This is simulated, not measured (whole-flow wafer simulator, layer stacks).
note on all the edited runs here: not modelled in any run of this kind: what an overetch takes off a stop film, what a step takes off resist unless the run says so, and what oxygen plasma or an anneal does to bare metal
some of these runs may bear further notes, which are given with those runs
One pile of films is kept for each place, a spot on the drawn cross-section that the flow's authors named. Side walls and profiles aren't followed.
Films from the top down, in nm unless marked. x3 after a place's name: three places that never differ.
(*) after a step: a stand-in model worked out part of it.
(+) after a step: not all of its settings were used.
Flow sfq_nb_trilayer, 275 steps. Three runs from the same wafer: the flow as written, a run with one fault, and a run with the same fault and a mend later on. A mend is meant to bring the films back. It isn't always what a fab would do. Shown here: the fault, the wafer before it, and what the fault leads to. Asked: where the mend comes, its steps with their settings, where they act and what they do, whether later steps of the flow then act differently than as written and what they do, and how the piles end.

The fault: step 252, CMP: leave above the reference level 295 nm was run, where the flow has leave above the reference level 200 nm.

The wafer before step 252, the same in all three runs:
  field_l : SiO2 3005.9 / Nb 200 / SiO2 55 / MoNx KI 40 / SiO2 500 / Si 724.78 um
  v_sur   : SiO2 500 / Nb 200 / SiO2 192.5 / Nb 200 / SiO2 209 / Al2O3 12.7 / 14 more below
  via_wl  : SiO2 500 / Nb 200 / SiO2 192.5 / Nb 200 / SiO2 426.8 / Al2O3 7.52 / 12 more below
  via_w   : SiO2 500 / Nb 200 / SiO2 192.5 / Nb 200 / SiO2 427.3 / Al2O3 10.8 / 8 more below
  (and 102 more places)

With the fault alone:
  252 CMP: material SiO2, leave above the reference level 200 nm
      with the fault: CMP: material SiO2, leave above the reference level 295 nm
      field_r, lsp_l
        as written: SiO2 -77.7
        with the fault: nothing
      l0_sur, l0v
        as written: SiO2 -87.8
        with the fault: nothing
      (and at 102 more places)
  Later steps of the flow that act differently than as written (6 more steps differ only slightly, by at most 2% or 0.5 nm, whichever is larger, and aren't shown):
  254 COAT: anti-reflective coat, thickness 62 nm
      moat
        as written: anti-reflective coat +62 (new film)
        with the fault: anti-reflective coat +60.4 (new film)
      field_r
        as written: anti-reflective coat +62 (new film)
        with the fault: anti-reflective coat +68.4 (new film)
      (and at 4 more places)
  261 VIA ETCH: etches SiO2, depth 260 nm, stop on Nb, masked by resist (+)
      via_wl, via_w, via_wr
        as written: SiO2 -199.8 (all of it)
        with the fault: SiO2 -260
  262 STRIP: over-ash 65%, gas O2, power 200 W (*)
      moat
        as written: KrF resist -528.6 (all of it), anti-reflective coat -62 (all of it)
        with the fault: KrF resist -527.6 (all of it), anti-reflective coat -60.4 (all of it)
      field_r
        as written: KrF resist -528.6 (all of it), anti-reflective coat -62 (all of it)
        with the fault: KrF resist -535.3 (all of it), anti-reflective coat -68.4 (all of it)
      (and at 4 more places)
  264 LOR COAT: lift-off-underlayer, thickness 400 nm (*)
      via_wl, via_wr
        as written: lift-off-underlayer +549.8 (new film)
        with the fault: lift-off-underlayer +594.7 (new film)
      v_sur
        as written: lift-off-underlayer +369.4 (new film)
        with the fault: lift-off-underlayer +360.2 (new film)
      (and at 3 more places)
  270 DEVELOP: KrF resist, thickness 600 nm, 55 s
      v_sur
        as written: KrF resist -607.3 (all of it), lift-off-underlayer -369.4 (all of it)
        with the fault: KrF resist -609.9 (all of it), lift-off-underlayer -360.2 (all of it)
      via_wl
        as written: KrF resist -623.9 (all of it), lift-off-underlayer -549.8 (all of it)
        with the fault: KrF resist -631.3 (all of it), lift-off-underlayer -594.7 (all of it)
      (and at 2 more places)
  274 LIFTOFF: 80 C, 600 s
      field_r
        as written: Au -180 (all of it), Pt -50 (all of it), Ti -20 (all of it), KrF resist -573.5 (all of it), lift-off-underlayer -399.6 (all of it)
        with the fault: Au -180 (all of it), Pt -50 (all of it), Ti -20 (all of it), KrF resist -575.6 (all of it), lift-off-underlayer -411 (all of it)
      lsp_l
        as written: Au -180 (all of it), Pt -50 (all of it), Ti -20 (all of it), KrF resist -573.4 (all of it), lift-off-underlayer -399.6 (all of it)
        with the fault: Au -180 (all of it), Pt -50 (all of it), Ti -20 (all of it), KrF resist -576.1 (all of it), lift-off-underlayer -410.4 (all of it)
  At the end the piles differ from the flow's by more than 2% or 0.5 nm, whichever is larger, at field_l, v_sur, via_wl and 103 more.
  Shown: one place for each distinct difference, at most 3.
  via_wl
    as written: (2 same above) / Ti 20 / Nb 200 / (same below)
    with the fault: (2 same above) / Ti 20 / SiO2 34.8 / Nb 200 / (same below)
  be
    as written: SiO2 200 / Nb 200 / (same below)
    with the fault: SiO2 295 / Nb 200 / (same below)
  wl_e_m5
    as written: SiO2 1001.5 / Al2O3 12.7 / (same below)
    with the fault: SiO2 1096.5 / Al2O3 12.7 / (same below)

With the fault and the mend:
  The mend comes after step 253.
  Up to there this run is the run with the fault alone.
  253a CMP: material SiO2, leave above the reference level 200 nm (the flow's step 252 once more)
      field_l, v_sur, via_wl and 99 more
        SiO2 -95
      field_r, lsp_l
        SiO2 -77.7
      l0_sur, l0v
        SiO2 -87.8
  No later step of the flow acts differently than as written at any place that is followed.
  At the end the piles are the same as the flow's at every place that both follow.
